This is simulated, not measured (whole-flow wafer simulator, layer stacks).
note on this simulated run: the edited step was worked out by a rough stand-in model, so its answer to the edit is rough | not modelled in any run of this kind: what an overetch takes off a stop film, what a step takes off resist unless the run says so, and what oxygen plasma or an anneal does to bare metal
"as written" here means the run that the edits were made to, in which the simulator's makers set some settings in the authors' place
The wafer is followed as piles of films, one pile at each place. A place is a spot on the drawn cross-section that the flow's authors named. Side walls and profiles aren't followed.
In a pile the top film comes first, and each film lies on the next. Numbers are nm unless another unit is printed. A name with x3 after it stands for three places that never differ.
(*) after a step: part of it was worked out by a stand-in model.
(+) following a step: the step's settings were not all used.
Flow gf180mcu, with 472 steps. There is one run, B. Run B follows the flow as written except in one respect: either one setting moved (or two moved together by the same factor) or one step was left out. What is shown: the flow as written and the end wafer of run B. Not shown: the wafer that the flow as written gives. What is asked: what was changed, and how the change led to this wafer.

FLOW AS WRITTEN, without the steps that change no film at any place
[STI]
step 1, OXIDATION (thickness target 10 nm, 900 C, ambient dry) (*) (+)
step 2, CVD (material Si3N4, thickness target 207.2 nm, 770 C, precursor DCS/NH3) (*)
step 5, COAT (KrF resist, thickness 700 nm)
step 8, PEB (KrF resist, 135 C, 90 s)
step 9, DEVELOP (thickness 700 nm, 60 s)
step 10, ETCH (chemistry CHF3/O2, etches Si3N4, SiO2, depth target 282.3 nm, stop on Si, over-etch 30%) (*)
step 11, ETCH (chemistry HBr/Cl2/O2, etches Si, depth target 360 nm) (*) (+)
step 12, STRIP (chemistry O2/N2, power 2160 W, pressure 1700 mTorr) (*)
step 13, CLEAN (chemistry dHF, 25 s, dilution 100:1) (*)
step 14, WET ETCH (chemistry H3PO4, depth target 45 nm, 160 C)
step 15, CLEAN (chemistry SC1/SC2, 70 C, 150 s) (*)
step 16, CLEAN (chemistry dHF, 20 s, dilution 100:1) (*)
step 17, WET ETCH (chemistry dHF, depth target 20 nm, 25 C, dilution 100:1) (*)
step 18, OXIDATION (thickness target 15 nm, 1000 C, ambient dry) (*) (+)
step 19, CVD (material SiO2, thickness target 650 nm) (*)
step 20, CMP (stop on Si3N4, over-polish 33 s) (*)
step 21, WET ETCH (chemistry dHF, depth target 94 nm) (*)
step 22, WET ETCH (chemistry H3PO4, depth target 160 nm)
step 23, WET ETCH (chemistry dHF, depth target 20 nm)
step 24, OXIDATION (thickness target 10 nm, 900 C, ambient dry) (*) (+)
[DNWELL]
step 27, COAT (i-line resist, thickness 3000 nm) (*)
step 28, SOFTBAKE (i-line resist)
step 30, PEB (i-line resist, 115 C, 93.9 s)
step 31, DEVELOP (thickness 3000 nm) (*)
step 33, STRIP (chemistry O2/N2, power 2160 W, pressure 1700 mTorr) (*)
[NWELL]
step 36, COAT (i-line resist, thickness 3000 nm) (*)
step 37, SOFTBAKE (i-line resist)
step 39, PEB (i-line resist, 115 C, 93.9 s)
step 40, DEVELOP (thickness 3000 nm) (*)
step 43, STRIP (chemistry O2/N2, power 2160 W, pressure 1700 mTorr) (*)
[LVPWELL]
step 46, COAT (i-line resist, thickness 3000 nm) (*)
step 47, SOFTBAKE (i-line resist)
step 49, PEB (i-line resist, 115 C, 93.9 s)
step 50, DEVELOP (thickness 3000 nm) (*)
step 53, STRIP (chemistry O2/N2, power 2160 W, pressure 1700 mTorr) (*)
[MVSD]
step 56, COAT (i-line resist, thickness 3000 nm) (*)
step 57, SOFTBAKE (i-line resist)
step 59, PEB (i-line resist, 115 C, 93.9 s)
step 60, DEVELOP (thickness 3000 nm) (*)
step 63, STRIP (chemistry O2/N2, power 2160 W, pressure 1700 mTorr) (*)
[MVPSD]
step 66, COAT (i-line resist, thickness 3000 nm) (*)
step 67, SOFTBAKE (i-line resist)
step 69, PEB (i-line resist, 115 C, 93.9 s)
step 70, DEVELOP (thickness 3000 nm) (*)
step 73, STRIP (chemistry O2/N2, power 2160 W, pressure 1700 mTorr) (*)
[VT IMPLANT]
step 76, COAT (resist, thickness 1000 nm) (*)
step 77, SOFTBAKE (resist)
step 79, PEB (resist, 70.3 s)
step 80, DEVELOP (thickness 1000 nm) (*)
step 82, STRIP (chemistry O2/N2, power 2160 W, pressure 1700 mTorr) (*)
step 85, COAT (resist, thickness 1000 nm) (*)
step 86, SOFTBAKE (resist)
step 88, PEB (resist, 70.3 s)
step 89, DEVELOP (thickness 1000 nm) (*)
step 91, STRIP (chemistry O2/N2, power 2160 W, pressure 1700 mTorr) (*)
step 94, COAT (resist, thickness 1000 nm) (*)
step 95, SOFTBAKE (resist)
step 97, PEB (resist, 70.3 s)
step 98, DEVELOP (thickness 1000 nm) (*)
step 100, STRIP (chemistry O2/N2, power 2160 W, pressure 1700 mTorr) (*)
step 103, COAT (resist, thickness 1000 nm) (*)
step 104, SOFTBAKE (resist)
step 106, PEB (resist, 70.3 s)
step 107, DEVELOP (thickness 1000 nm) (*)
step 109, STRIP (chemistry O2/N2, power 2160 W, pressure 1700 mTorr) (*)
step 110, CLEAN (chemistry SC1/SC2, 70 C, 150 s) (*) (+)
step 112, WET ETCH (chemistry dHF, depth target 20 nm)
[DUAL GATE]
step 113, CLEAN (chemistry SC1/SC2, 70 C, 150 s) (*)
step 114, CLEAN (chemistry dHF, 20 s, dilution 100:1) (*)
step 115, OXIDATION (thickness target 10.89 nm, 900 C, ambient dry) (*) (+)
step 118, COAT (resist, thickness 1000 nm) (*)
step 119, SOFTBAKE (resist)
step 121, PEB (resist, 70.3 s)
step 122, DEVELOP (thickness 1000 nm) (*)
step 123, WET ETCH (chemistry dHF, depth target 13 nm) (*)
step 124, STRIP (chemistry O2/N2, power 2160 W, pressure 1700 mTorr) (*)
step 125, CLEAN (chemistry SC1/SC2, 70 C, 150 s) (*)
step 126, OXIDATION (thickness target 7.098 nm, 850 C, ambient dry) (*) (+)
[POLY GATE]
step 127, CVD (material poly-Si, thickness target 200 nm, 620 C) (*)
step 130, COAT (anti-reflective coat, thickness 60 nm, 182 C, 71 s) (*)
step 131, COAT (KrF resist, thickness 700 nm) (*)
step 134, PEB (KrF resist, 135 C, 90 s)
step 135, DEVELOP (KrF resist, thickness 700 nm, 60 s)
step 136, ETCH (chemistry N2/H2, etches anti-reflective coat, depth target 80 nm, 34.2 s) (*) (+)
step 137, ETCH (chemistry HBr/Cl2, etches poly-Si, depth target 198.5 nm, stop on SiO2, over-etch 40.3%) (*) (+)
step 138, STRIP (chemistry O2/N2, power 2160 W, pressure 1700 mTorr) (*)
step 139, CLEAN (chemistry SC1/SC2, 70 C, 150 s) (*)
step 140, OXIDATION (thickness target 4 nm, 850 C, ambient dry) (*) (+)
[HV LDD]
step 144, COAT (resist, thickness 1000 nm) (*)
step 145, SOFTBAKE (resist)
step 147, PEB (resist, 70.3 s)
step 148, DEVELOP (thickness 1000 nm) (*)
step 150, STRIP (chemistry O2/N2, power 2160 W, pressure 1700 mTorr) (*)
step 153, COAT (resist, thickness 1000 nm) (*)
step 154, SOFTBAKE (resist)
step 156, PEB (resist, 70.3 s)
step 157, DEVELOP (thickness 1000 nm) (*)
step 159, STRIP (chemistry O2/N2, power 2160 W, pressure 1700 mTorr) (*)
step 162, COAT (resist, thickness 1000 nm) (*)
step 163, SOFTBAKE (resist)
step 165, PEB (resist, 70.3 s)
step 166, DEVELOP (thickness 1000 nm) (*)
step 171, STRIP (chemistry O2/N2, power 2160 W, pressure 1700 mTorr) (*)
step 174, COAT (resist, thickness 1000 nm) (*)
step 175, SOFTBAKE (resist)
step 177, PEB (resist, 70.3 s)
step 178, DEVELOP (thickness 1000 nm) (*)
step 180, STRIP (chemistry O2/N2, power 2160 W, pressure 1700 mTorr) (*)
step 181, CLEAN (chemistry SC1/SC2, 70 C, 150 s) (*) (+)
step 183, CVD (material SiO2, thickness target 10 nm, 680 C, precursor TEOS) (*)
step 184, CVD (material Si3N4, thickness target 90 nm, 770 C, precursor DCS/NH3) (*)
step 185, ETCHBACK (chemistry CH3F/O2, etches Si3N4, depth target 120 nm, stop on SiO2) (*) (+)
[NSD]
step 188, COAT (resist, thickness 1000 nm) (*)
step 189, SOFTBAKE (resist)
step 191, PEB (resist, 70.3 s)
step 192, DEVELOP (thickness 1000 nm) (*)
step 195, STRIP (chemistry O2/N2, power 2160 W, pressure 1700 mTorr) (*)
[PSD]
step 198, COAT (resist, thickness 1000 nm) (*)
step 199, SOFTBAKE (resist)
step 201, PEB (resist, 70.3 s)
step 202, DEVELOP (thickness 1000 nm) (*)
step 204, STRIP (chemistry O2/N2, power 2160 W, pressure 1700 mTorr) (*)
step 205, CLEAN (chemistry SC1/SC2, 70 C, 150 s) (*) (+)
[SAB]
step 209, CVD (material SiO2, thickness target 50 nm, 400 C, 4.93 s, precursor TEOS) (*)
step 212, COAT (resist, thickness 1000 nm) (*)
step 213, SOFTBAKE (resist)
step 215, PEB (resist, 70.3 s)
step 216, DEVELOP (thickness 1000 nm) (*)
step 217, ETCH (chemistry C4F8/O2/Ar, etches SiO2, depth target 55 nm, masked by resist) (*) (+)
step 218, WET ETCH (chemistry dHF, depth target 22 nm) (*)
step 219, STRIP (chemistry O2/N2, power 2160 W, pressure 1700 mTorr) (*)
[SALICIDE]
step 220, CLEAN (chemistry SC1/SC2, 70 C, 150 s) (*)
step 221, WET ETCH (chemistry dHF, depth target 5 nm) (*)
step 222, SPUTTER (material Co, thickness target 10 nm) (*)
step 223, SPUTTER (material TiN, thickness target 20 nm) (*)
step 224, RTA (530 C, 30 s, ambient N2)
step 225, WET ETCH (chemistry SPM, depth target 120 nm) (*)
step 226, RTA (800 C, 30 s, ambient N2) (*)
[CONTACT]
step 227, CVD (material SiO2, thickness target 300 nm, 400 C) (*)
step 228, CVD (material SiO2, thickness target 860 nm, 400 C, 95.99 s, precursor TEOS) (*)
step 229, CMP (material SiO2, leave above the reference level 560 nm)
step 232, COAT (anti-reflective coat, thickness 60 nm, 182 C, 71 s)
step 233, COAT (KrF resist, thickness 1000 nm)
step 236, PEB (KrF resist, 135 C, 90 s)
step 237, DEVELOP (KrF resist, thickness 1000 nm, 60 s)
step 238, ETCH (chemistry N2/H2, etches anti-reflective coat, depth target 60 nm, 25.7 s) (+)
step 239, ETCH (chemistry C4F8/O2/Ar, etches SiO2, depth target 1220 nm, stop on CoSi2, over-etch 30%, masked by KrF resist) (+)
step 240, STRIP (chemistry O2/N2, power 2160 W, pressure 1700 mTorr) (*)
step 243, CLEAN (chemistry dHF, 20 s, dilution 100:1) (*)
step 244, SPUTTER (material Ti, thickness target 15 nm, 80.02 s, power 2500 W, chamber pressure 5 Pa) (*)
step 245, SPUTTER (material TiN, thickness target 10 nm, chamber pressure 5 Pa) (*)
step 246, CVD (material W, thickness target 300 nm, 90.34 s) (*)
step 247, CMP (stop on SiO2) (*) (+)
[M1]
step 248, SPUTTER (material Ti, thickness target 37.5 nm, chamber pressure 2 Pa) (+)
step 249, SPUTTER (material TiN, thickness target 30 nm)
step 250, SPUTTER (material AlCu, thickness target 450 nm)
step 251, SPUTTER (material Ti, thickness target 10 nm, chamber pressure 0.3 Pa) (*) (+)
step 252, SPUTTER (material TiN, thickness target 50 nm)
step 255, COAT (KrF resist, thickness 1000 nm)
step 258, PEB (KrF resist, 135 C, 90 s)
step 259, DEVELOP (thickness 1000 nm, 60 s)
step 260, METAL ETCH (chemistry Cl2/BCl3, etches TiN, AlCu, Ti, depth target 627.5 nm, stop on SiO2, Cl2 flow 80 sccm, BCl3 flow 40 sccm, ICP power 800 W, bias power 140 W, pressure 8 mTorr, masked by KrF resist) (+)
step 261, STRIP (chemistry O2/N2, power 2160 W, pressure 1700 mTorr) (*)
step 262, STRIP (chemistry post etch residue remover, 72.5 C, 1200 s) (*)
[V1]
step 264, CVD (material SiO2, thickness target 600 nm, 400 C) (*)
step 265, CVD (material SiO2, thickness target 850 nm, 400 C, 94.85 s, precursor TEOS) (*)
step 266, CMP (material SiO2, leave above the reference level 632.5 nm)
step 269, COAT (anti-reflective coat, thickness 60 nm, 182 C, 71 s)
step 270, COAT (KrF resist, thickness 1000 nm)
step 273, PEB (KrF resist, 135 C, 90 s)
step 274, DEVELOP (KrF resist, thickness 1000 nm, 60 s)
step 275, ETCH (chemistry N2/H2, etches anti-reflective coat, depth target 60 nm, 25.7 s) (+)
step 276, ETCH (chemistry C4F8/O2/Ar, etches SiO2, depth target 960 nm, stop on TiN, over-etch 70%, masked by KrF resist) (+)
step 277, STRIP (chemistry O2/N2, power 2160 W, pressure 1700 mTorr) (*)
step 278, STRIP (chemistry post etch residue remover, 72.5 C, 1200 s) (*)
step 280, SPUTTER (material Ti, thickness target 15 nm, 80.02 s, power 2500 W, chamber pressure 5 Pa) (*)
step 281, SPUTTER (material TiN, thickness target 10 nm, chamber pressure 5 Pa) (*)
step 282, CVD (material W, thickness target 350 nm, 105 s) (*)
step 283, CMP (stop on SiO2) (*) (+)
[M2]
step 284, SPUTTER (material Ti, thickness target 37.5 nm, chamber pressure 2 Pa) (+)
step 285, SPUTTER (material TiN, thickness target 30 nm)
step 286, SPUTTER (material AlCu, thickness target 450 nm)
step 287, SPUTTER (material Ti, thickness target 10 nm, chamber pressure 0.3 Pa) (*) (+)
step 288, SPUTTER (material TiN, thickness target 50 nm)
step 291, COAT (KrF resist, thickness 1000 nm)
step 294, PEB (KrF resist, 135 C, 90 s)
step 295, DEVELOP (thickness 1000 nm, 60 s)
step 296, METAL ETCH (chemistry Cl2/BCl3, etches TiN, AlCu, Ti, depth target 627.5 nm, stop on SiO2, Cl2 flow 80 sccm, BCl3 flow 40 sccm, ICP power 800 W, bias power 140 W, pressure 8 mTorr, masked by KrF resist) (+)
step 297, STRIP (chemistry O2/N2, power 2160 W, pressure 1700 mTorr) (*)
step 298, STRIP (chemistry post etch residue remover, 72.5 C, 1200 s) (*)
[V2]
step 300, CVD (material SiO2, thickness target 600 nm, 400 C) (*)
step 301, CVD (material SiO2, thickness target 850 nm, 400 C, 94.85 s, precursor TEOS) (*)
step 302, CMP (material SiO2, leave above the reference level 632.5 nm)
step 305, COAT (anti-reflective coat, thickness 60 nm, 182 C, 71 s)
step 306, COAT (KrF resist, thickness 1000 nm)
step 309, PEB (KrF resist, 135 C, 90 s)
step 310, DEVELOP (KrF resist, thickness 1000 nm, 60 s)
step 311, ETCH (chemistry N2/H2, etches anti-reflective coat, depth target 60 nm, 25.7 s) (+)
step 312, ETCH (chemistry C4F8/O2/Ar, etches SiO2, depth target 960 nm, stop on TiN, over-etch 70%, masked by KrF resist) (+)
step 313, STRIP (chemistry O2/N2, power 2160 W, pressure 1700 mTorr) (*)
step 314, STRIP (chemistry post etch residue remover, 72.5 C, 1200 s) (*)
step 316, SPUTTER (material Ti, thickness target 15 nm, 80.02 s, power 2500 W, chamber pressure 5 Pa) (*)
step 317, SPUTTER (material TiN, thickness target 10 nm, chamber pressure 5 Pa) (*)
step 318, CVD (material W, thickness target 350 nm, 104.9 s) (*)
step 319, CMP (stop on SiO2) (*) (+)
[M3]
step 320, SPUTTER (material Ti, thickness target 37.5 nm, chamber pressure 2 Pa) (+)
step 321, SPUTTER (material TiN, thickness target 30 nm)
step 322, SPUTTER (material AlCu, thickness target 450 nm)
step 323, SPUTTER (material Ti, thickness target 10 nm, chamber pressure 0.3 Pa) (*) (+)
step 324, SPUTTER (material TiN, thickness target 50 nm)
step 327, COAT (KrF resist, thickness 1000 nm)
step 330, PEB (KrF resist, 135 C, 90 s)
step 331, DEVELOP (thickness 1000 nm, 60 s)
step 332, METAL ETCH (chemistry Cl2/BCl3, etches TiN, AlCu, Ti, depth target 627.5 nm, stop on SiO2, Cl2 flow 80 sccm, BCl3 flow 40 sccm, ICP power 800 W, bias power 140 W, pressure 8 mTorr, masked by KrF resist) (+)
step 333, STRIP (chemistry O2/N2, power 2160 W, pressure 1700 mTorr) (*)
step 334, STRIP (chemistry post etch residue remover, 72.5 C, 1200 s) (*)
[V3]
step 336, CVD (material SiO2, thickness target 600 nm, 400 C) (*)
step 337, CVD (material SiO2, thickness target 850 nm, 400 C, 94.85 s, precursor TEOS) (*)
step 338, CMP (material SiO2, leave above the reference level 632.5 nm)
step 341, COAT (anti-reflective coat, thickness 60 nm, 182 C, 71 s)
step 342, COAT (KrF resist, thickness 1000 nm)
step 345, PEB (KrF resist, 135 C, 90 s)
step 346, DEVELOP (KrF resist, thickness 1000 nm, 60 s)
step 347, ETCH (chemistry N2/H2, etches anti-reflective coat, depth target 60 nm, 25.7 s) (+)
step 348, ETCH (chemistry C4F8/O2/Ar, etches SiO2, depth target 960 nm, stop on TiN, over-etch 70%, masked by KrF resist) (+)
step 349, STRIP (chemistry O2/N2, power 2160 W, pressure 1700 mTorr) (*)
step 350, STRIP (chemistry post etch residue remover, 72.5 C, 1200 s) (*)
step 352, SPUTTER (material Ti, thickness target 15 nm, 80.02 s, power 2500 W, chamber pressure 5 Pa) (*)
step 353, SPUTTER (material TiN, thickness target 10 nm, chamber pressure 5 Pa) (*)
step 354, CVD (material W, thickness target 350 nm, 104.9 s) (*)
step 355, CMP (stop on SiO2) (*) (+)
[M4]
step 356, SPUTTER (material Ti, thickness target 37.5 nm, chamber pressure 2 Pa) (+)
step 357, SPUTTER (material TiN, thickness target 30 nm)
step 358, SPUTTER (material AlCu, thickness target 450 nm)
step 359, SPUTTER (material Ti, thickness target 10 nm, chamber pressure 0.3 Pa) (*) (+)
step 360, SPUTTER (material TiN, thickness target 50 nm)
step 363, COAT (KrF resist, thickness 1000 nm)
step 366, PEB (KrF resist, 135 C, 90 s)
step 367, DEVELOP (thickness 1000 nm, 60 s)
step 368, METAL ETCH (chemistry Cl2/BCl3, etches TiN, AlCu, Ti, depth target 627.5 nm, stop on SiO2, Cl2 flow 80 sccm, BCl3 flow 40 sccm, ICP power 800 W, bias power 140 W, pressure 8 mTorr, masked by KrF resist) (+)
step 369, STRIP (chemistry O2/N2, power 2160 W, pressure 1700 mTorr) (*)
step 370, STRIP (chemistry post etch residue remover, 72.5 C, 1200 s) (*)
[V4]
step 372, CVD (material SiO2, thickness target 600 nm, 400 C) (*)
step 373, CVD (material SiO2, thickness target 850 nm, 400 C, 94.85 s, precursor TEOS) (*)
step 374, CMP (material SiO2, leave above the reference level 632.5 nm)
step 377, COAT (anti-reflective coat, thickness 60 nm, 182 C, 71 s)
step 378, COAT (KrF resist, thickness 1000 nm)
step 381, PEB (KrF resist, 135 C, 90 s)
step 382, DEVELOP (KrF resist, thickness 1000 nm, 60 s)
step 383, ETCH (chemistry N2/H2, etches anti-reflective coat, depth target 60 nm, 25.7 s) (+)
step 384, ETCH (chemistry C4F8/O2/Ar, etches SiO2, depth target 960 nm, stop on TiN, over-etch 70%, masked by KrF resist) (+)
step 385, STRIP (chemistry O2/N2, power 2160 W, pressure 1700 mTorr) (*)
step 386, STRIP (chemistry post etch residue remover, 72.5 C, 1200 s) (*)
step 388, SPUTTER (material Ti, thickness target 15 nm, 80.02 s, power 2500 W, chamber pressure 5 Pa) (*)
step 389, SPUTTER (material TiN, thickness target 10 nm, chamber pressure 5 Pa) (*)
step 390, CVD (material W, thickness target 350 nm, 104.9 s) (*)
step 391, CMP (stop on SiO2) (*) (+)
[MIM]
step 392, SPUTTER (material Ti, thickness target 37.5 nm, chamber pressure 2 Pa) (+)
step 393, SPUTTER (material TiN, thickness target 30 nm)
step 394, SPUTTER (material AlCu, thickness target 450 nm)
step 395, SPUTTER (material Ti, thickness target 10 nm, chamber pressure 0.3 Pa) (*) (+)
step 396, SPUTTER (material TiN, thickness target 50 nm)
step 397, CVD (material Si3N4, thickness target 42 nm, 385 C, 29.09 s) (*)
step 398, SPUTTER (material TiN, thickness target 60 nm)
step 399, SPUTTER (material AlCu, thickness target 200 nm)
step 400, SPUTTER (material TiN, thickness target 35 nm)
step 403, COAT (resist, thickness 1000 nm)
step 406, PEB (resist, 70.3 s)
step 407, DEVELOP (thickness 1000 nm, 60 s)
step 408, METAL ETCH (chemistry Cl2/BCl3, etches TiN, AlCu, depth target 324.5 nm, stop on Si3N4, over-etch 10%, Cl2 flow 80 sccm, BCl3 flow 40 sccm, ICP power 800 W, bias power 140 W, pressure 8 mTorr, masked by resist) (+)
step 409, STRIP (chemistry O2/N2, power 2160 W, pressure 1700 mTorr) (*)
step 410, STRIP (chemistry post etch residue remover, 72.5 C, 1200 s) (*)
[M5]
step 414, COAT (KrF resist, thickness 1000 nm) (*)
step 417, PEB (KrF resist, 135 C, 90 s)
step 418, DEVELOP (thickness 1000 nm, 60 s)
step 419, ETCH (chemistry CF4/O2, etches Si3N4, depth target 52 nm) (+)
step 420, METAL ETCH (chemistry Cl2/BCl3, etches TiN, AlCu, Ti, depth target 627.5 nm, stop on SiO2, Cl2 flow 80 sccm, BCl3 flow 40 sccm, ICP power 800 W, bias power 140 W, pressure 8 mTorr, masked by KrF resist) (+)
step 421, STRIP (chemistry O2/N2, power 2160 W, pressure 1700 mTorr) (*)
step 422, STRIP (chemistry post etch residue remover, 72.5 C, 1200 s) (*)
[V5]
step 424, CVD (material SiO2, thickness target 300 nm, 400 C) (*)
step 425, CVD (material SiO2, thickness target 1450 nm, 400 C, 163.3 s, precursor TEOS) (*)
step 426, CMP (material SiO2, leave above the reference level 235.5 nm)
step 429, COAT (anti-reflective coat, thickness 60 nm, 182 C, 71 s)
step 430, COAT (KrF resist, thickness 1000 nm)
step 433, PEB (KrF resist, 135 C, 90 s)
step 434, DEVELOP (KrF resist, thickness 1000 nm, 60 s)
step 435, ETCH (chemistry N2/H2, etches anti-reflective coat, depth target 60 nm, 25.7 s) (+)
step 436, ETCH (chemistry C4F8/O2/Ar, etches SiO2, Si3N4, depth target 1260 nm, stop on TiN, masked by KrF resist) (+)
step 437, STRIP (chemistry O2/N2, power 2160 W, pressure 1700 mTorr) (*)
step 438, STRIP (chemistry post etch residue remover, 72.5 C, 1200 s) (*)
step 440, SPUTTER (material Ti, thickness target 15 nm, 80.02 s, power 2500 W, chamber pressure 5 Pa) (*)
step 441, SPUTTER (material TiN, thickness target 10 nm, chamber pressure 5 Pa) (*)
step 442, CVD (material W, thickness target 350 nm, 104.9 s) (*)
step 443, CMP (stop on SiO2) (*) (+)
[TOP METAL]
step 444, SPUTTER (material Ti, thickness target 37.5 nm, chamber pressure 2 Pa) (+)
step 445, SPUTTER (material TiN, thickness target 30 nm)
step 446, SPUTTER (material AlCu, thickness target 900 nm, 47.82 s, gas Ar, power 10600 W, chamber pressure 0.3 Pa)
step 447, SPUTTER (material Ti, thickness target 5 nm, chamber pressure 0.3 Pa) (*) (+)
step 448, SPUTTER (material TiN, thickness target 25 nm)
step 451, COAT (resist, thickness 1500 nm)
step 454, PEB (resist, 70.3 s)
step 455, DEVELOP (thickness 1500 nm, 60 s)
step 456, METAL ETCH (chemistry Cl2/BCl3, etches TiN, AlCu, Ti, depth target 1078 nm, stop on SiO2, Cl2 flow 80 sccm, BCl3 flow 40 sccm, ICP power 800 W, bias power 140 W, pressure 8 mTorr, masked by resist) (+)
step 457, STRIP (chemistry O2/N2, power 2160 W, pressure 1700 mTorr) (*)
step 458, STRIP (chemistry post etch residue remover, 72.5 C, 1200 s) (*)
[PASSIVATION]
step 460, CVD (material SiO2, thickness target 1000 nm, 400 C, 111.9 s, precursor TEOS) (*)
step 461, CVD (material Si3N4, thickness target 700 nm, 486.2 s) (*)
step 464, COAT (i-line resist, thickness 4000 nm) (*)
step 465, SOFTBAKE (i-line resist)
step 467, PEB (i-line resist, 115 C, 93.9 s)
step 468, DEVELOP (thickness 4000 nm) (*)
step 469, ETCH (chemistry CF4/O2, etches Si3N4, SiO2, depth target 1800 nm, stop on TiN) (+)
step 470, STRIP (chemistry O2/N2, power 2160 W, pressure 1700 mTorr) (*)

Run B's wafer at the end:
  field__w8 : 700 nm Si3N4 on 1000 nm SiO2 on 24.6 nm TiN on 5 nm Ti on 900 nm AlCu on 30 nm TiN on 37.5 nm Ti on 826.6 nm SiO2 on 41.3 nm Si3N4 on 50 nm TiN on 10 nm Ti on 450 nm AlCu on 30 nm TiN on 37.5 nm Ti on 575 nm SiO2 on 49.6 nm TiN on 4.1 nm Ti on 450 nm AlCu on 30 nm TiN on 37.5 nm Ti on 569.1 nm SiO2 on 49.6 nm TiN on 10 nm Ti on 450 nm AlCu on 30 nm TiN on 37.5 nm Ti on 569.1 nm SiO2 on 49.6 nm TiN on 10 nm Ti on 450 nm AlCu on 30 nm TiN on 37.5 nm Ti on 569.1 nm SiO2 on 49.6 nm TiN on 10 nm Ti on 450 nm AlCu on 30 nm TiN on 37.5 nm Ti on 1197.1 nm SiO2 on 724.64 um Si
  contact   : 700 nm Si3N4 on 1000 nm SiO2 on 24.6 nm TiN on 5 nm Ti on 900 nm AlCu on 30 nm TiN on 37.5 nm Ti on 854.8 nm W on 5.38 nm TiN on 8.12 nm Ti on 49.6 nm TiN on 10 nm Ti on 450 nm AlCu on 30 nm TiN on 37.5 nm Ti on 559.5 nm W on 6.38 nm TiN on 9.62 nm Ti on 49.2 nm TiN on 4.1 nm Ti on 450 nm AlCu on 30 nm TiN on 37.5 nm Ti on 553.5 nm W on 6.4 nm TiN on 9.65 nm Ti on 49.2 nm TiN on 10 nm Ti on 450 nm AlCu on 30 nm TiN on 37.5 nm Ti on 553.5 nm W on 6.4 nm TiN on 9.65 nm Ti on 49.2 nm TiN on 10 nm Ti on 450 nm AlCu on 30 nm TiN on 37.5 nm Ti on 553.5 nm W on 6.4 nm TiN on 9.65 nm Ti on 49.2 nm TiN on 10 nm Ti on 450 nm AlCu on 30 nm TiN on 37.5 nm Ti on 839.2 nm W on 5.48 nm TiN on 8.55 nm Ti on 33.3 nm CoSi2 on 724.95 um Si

What caused this: step 359, SPUTTER: thickness target 4.1 nm was run, while the flow as written has thickness target 10 nm.
The wafer lets one read it off: field__w8 has Ti 4.1, and step 359 as written asks for 10 nm.

How this came from the change, step by step:
  step 359, SPUTTER (material Ti, thickness target 10 nm, chamber pressure 0.3 Pa) (*) (+)
      field, field__w1, field__w2 and 108 more: Ti gains 4.1 (new film) (in the flow as written it would be: Ti gains 10 (new film))
  step 368, METAL ETCH (chemistry Cl2/BCl3, etches TiN, AlCu, Ti, depth target 627.5 nm, stop on SiO2, Cl2 flow 80 sccm, BCl3 flow 40 sccm, ICP power 800 W, bias power 140 W, pressure 8 mTorr, masked by KrF resist) (+)
      field, field__w1, field__w2 and 103 more: TiN loses 50 (all of it), Ti loses 4.1 (all of it), AlCu loses 450 (all of it), TiN loses 30 (all of it), Ti loses 37.5 (all of it) (in the flow as written it would be: TiN loses 50 (all of it), Ti loses 10 (all of it), AlCu loses 450 (all of it), TiN loses 30 (all of it), Ti loses 37.5 (all of it))
